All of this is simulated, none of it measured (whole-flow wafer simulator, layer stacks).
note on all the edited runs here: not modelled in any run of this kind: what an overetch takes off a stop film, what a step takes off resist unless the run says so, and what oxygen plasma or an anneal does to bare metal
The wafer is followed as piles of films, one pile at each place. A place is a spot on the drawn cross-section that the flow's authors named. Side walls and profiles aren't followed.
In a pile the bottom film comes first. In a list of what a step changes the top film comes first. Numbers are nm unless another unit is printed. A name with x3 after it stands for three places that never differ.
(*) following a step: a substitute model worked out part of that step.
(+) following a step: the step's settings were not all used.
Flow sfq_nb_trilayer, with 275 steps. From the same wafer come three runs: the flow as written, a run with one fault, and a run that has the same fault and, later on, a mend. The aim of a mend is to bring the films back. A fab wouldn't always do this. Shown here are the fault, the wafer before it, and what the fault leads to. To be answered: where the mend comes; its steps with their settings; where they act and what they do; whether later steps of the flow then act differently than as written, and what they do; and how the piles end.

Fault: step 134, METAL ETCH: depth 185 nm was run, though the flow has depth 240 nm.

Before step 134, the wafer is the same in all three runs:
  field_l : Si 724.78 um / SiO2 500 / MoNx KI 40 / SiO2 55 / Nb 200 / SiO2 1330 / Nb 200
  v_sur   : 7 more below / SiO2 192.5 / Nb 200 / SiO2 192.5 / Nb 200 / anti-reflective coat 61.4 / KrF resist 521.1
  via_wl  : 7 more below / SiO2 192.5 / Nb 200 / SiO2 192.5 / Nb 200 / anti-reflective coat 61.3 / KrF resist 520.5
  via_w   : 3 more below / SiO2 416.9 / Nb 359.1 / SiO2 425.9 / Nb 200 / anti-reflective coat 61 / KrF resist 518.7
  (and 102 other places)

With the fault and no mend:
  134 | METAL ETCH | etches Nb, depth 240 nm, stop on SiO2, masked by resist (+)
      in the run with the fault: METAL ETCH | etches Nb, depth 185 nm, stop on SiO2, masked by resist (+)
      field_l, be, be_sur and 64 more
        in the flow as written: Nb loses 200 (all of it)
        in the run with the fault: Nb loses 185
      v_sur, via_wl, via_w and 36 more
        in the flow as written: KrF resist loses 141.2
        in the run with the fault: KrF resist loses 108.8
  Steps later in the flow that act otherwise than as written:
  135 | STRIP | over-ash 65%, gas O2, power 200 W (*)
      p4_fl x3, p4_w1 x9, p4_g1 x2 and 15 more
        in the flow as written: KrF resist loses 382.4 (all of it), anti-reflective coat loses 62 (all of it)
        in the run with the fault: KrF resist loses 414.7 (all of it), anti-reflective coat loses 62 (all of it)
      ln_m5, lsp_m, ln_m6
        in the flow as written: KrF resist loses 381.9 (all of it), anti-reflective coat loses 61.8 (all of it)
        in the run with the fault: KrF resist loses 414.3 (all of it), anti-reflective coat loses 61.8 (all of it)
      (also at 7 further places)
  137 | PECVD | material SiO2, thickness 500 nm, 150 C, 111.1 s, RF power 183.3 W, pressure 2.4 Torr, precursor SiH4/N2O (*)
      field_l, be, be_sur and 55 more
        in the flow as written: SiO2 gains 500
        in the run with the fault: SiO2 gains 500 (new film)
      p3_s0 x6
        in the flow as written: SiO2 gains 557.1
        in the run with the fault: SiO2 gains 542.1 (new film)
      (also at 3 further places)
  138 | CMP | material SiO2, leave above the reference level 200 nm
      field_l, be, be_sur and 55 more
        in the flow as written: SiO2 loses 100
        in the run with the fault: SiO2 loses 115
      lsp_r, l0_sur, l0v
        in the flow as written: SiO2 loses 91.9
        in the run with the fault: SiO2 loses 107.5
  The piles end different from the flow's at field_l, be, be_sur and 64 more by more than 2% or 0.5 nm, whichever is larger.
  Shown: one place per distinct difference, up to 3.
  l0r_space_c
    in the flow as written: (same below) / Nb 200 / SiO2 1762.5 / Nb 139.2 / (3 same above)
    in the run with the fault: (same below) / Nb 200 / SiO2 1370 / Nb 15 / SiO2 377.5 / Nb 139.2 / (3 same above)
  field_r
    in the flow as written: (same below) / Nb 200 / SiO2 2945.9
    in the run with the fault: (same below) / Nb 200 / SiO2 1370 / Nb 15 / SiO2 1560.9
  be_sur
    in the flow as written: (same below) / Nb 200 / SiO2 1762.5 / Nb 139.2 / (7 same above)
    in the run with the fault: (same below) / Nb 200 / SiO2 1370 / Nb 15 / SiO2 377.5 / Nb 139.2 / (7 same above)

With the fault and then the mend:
  After step 134 comes the mend.
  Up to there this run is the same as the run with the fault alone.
  134a | METAL ETCH | etches Nb, depth 55 nm, stop on SiO2, masked by resist (+) (a further turn of the flow's step 134, with different settings)
      field_l, be, be_sur and 64 more
        Nb loses 15 (all of it)
      v_sur, via_wl, via_w and 36 more
        KrF resist loses 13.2
  Steps later in the flow that act otherwise than as written:
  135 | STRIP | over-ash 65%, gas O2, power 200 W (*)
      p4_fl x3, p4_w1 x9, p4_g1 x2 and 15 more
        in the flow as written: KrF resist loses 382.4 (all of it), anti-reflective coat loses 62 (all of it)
        in the run with the mend: KrF resist loses 401.5 (all of it), anti-reflective coat loses 62 (all of it)
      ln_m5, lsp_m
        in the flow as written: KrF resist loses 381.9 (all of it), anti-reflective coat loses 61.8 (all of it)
        in the run with the mend: KrF resist loses 401 (all of it), anti-reflective coat loses 61.8 (all of it)
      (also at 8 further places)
  At every place that both follow, the piles at the end match the flow's.
